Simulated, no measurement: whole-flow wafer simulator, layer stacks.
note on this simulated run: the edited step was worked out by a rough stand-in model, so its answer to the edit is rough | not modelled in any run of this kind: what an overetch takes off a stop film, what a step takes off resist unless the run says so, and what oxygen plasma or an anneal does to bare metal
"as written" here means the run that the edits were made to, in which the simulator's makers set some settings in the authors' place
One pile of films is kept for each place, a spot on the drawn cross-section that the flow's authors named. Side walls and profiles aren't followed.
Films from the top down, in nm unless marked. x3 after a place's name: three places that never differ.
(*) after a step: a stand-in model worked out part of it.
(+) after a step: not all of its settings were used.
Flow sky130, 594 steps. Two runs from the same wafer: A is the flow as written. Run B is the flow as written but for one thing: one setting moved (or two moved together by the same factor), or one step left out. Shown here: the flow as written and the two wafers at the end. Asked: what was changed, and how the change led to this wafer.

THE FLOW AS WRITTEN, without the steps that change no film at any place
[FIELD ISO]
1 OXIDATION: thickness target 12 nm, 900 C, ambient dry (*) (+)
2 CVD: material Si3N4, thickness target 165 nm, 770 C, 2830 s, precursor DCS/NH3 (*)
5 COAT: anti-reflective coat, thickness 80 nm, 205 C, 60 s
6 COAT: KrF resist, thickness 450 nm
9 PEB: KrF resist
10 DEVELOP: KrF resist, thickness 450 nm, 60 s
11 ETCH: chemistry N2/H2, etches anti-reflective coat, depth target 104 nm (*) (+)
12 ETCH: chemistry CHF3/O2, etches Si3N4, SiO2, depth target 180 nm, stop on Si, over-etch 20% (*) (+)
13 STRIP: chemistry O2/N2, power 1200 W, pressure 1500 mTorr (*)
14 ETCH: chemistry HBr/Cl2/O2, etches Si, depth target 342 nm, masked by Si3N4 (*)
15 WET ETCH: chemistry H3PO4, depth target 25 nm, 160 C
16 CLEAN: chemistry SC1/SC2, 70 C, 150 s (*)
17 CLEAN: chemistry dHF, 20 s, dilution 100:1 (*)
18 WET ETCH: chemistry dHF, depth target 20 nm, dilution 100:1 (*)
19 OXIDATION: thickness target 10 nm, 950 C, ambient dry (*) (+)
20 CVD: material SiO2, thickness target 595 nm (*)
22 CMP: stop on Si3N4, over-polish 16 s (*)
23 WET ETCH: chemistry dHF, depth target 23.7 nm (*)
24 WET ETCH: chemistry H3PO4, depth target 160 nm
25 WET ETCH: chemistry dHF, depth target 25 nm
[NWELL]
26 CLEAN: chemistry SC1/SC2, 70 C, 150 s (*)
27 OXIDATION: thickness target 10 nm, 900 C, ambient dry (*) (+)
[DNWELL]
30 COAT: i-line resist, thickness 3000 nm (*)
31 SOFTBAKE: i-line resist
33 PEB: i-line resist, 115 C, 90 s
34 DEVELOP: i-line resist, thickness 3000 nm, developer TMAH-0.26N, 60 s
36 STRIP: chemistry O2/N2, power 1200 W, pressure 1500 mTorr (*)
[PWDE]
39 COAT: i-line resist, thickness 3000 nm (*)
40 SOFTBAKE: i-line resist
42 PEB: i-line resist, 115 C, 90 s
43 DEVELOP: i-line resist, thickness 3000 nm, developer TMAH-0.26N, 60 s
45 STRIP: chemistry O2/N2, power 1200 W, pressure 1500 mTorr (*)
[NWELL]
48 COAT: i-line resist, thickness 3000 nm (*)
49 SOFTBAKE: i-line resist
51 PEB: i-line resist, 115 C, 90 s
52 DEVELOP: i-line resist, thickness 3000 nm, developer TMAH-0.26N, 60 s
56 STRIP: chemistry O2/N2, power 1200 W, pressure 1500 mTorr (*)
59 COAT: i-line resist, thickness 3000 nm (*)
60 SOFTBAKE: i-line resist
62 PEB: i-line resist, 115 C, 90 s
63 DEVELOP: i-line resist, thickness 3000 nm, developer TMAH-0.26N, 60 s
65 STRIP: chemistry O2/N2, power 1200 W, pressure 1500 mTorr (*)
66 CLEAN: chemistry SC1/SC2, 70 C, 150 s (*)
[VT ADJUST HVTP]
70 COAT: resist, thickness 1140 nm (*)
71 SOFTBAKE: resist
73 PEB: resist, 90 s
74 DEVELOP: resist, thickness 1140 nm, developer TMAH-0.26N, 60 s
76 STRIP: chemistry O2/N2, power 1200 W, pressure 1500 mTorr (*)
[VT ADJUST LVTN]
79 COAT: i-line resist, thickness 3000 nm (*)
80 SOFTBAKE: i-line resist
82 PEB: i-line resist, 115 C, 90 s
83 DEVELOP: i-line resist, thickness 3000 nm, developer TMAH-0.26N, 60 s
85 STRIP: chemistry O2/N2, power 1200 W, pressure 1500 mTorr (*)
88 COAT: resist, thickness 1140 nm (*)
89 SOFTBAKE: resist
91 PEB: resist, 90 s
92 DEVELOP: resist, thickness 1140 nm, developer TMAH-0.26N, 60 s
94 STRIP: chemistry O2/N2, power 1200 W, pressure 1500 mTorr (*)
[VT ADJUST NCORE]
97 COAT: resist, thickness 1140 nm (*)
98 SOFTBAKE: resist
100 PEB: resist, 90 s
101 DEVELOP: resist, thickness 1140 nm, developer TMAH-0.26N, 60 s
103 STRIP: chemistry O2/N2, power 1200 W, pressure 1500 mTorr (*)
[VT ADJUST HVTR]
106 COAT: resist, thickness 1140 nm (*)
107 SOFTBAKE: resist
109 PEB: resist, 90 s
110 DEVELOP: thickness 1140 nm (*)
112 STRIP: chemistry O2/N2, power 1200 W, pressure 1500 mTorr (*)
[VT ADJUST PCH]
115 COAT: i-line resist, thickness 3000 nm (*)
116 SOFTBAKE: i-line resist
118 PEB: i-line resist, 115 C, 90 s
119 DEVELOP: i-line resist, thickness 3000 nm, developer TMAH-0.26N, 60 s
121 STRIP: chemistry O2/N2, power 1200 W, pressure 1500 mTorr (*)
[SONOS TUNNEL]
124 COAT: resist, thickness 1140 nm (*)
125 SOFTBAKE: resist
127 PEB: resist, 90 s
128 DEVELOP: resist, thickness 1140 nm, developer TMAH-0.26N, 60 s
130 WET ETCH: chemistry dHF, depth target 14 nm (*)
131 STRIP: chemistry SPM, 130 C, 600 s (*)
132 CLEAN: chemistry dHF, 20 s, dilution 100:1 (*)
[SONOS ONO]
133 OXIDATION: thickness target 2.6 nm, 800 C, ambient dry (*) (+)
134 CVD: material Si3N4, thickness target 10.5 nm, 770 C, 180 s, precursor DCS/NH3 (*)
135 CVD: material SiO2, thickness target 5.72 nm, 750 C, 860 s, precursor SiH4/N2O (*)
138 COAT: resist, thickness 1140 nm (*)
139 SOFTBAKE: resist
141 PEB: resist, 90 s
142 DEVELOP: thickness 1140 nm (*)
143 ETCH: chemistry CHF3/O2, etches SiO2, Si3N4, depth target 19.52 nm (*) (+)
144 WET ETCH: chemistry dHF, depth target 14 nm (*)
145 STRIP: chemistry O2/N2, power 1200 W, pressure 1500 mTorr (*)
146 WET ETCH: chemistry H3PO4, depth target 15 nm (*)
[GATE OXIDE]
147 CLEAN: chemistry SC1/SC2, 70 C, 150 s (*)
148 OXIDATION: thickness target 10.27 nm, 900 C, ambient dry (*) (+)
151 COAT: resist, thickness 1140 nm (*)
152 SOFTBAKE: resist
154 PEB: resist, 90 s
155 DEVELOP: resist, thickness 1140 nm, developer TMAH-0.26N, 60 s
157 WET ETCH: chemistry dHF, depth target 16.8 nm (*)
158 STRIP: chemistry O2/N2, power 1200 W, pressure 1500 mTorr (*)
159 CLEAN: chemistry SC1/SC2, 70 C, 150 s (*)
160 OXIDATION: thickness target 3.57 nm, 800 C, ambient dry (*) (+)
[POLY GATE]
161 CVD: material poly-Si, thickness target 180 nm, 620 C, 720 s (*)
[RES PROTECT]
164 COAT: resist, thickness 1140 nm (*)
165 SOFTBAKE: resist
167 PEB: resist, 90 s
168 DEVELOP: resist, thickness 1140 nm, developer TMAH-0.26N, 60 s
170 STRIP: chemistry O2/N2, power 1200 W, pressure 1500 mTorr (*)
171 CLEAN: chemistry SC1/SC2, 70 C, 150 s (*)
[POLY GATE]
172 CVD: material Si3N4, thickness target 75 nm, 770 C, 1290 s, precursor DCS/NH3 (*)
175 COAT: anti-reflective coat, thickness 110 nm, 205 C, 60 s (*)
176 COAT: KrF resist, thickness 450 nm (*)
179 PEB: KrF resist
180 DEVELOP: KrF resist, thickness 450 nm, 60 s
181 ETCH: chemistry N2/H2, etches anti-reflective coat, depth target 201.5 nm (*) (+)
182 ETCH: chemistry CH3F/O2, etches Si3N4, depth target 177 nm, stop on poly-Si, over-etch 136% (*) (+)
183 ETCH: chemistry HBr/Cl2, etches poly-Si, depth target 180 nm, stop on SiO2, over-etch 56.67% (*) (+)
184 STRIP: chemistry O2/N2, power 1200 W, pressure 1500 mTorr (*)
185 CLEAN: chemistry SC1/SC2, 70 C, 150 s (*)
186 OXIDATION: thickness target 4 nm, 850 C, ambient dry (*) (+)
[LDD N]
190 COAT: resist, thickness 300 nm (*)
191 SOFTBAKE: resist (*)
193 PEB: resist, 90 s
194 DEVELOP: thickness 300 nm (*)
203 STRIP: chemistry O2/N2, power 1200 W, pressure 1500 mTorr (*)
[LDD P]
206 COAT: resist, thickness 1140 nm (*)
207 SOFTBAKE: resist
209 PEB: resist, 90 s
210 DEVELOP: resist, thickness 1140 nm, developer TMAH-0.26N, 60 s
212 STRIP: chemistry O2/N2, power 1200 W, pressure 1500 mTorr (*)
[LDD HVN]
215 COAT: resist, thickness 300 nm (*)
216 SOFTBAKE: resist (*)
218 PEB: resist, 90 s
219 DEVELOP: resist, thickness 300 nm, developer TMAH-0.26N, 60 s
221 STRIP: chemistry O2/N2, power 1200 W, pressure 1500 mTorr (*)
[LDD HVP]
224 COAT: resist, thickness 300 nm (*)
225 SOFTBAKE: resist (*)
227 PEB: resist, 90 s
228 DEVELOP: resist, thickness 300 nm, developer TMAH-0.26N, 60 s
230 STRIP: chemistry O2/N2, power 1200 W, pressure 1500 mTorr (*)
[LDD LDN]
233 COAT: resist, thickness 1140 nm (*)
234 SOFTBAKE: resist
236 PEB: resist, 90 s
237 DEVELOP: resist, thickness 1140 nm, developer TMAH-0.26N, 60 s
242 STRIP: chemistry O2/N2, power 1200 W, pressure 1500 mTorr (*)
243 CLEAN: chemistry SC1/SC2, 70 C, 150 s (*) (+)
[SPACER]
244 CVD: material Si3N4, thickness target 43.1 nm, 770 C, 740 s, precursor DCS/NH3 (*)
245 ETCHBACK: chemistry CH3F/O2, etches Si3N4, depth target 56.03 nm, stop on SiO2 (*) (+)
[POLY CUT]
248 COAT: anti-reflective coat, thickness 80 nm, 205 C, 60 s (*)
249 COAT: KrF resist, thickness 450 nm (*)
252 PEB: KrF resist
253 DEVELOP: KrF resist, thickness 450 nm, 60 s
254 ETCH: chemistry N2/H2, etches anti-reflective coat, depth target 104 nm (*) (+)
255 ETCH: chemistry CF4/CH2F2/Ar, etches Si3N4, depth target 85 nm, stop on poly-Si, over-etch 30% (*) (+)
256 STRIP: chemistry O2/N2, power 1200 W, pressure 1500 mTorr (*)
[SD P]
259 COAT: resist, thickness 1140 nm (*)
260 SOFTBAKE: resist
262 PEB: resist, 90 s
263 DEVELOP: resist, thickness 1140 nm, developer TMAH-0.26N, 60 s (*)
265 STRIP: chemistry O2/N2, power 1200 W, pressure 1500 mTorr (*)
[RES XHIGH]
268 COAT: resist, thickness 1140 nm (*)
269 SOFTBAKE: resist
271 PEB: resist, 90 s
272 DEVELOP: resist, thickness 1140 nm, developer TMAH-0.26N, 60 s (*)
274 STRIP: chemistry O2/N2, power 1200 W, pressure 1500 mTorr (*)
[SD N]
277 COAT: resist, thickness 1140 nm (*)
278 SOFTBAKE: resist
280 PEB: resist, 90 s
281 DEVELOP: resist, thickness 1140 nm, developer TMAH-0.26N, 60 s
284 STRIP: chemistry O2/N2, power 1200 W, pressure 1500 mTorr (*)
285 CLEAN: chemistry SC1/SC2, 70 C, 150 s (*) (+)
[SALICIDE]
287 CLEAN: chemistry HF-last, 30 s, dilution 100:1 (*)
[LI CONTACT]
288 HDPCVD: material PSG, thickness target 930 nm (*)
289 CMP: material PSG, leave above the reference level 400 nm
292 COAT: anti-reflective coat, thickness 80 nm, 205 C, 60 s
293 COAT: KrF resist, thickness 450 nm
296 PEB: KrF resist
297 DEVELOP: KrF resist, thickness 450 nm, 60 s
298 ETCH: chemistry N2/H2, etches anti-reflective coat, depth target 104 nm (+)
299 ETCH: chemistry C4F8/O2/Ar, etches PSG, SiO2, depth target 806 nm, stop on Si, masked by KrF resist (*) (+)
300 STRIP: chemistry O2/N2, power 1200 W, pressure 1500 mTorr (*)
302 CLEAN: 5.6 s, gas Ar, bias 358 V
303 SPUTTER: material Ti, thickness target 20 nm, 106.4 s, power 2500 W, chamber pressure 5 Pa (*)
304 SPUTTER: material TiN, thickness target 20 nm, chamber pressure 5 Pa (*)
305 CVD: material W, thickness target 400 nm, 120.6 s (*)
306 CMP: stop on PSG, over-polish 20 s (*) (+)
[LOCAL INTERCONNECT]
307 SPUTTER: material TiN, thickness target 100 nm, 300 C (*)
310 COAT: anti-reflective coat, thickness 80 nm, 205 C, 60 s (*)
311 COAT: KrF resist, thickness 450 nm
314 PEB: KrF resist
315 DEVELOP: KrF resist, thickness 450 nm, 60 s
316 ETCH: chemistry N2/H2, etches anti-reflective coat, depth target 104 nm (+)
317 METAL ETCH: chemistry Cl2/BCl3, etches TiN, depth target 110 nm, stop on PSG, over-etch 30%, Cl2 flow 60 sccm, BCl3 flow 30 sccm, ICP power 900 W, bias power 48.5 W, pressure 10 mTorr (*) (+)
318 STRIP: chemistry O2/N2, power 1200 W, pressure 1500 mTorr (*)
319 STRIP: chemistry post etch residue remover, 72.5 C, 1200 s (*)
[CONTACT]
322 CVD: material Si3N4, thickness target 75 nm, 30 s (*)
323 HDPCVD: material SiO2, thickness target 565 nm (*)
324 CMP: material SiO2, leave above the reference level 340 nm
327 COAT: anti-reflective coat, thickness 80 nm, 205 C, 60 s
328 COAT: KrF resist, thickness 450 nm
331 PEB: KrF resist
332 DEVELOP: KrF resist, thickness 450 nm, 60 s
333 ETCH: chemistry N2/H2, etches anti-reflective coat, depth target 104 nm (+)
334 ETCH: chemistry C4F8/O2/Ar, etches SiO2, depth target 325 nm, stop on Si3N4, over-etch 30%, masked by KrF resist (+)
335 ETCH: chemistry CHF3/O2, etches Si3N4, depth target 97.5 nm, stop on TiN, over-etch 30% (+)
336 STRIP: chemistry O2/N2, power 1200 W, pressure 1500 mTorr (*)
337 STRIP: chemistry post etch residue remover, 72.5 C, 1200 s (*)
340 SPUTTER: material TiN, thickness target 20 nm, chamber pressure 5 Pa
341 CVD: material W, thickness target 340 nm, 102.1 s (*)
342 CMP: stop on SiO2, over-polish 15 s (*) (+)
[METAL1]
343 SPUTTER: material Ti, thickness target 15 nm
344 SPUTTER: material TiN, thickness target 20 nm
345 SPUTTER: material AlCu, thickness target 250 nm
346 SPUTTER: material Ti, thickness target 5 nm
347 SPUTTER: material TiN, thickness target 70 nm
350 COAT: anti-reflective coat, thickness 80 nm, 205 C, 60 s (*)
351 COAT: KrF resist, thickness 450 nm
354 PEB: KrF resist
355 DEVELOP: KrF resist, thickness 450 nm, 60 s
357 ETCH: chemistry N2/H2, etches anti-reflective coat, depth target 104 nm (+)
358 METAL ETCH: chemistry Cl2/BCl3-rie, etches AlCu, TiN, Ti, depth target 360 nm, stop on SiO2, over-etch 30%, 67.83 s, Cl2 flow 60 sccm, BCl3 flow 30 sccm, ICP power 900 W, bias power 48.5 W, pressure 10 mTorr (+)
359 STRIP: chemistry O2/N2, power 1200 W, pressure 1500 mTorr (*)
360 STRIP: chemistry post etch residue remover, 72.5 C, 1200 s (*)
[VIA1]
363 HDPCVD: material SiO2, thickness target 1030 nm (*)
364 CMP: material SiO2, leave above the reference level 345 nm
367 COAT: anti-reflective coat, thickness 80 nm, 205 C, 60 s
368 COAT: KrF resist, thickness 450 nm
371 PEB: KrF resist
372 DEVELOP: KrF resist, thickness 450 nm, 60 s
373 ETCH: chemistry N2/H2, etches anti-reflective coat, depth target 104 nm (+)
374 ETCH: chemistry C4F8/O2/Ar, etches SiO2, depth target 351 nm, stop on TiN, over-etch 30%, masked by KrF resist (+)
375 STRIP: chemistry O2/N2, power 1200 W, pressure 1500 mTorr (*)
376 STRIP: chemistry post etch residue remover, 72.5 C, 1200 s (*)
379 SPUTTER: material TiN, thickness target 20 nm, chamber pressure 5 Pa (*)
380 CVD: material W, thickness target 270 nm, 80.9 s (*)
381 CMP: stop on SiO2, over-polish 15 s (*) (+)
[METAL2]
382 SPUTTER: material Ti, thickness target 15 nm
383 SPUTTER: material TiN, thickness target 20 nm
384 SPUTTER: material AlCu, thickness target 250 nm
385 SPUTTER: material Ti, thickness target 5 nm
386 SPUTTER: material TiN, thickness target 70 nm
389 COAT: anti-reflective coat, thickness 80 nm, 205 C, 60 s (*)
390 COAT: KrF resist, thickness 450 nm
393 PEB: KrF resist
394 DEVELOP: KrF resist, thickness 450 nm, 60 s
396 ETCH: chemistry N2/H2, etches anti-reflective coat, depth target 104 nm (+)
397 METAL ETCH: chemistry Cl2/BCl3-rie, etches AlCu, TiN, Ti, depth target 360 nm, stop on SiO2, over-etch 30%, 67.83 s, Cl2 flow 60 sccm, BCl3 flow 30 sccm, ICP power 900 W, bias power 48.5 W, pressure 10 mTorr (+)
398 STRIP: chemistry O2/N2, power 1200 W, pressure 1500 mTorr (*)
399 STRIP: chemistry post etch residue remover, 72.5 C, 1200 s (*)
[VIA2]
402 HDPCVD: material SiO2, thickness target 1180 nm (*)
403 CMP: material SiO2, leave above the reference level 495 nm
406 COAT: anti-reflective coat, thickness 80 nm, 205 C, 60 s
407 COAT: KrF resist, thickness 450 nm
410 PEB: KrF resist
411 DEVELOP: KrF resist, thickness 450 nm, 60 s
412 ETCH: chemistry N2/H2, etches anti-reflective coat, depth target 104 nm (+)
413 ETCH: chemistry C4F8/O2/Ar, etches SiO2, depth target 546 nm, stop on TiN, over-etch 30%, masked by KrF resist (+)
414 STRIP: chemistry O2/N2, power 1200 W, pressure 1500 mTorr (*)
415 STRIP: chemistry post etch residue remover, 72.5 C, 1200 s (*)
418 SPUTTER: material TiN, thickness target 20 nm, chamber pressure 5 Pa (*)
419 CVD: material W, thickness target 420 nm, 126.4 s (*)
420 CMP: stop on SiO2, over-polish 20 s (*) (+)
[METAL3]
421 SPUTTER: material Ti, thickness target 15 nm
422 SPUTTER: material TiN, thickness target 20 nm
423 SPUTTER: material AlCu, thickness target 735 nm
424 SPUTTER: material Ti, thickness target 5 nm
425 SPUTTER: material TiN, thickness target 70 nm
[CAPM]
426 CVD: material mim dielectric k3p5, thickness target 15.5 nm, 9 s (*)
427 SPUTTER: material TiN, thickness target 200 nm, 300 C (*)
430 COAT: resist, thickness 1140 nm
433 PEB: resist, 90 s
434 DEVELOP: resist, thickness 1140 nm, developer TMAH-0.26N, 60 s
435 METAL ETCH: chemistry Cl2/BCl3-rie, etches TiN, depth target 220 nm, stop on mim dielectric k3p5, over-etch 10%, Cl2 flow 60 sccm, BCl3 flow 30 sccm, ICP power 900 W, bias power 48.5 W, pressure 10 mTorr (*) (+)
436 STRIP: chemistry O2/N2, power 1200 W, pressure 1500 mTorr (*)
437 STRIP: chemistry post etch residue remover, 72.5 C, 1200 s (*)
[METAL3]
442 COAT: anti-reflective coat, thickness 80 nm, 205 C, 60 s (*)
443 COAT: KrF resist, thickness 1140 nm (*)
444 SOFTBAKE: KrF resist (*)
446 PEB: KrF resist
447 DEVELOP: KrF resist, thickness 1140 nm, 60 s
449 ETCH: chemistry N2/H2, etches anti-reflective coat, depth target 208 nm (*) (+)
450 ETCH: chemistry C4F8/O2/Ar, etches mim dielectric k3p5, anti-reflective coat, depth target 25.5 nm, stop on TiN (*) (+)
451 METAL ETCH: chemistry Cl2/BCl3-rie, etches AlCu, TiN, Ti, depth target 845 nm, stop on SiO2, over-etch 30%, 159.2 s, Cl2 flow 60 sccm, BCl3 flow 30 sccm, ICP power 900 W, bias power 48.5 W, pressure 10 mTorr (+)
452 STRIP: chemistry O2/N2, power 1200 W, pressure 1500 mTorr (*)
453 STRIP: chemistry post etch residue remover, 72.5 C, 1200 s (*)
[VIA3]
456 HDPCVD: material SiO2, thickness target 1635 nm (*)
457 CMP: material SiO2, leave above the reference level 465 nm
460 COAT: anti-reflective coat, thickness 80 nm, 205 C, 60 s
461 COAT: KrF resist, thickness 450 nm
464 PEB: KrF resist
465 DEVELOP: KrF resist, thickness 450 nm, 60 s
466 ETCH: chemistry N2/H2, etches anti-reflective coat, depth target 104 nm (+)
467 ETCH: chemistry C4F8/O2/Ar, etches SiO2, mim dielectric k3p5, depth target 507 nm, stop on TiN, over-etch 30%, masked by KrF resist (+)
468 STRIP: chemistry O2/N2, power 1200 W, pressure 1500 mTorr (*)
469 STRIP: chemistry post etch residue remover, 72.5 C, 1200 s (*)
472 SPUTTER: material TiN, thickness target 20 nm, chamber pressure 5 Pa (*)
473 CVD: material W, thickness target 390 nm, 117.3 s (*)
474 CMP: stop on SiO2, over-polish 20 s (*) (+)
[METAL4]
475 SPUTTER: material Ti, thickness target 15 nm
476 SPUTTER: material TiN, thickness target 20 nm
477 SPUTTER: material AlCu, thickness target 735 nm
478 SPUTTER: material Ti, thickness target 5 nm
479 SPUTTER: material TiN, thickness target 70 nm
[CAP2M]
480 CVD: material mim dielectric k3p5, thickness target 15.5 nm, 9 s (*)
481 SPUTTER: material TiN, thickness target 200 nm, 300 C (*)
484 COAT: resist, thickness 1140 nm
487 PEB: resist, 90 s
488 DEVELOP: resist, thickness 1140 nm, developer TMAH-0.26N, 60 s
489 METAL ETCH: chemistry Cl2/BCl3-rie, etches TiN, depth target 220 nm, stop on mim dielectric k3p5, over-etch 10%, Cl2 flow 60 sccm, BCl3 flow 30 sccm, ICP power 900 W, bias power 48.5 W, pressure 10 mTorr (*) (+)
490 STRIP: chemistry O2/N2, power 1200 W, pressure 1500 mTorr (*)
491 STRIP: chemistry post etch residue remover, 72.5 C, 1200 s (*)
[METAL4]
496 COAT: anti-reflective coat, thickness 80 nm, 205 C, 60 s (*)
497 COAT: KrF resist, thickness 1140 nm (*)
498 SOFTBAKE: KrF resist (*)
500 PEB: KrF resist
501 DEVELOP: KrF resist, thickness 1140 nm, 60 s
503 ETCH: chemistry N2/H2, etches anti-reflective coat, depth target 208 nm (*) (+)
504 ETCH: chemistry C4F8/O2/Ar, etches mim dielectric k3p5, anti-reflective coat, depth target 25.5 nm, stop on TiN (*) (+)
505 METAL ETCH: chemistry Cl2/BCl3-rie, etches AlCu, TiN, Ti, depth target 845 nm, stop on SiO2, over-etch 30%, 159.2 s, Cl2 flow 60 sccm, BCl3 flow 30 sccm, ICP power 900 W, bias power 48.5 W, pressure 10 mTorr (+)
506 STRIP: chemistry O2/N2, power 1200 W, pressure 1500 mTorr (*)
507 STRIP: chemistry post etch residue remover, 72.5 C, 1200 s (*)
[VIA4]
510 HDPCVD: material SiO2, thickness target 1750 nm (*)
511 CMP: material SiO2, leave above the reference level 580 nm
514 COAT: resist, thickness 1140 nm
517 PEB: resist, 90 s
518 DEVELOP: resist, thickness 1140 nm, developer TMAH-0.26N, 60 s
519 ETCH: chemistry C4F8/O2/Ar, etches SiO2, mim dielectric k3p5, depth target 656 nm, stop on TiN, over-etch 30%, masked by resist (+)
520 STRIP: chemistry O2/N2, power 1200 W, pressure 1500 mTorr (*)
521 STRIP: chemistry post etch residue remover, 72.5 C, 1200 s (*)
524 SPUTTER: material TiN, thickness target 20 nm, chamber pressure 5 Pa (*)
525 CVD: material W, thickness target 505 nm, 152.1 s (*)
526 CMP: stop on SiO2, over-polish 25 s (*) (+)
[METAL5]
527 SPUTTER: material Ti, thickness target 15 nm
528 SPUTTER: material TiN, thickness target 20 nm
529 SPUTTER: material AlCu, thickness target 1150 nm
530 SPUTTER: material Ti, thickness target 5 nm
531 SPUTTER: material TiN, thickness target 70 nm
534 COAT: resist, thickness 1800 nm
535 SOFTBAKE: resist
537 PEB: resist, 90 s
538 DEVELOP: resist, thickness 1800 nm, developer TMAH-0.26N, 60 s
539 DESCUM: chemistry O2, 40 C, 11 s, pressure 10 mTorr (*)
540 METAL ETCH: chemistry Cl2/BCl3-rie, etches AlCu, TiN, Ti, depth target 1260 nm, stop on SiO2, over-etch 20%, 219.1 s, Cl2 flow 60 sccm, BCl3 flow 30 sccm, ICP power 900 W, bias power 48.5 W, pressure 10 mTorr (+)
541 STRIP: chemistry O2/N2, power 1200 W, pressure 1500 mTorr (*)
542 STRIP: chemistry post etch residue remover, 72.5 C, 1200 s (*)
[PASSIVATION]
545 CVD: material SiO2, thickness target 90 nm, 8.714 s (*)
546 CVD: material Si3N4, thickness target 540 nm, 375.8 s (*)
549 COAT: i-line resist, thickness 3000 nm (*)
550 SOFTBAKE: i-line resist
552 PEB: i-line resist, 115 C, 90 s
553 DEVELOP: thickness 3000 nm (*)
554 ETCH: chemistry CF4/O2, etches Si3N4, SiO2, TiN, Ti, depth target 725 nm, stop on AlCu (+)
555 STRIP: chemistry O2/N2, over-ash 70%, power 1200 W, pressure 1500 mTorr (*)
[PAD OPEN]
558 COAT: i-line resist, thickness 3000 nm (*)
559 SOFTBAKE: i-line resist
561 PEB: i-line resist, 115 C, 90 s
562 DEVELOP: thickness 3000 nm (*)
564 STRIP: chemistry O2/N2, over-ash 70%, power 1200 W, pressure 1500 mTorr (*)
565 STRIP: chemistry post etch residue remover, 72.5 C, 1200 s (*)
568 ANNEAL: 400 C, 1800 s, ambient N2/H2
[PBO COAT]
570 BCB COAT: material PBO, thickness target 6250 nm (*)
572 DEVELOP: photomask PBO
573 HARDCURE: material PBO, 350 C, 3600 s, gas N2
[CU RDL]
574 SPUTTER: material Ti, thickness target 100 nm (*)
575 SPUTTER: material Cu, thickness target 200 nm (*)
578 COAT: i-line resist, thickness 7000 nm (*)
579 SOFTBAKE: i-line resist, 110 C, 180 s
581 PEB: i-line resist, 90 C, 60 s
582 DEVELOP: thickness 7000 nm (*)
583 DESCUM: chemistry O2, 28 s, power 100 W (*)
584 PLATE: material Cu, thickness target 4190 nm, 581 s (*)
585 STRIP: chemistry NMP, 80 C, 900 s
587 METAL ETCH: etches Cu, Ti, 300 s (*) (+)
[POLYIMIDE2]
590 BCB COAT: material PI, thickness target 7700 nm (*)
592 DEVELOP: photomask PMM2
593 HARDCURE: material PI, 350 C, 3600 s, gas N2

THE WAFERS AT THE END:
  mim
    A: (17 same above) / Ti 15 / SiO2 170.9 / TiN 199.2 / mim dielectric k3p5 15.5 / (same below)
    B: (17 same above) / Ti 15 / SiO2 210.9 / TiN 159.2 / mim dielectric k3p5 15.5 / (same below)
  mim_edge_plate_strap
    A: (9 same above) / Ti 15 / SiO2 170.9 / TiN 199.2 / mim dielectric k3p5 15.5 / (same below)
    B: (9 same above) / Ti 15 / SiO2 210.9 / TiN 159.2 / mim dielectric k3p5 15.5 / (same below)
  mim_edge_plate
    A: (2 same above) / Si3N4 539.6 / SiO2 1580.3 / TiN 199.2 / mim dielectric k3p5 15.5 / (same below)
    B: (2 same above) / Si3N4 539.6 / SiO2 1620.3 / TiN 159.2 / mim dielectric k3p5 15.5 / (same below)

The cause: step 427, SPUTTER: thickness target 160 nm was run, where the flow has thickness target 200 nm.

How the change led to this, step by step:
  427 SPUTTER: material TiN, thickness target 200 nm, 300 C (*)
      field, active, n_well and 188 more: A TiN +200 (new film) | B TiN +160 (new film)
  435 METAL ETCH: chemistry Cl2/BCl3-rie, etches TiN, depth target 220 nm, stop on mim dielectric k3p5, over-etch 10%, Cl2 flow 60 sccm, BCl3 flow 30 sccm, ICP power 900 W, bias power 48.5 W, pressure 10 mTorr (*) (+)
      field, active, n_well and 185 more: A TiN -200 (all of it) | B TiN -160 (all of it)
      mim, mim_edge_plate_strap, mim_edge_plate: A resist -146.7 | B resist -117.3
  436 STRIP: chemistry O2/N2, power 1200 W, pressure 1500 mTorr (*)
      mim, mim_edge_plate_strap, mim_edge_plate: A resist -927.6 (all of it) | B resist -956.9 (all of it)
  442 COAT: anti-reflective coat, thickness 80 nm, 205 C, 60 s (*)
      poly_licon, rpo_hd_licon: A anti-reflective coat +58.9 (new film) | B anti-reflective coat +70.3 (new film)
      mim: A anti-reflective coat +38 (new film) | B anti-reflective coat +30.3 (new film)
      (and at 5 more places)
  443 COAT: KrF resist, thickness 1140 nm (*)
      mim_edge_plate_strap, mim_edge_plate: A KrF resist +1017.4 (new film) | B KrF resist +1057.4 (new film)
      mim: A KrF resist +1027.5 (new film) | B KrF resist +1062.9 (new film)
  449 ETCH: chemistry N2/H2, etches anti-reflective coat, depth target 208 nm (*) (+)
      poly_licon, rpo_hd_licon: A anti-reflective coat -58.9 (all of it) | B anti-reflective coat -70.3 (all of it)
      rpo_hd: A anti-reflective coat -61.7 (all of it) | B anti-reflective coat -68.5 (all of it)
      (and at 2 more places)
  452 STRIP: chemistry O2/N2, power 1200 W, pressure 1500 mTorr (*)
      mim_edge_plate_strap, mim_edge_plate: A KrF resist -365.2 (all of it), anti-reflective coat -3 (all of it) | B KrF resist -404.9 (all of it), anti-reflective coat -3 (all of it)
      mim: A KrF resist -375.2 (all of it), anti-reflective coat -38 (all of it) | B KrF resist -410.4 (all of it), anti-reflective coat -30.3 (all of it)
      (and at 2 more places)
  457 CMP: material SiO2, leave above the reference level 465 nm
      mim, mim_edge_plate_strap, mim_edge_plate: A SiO2 -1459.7 | B SiO2 -1419.7
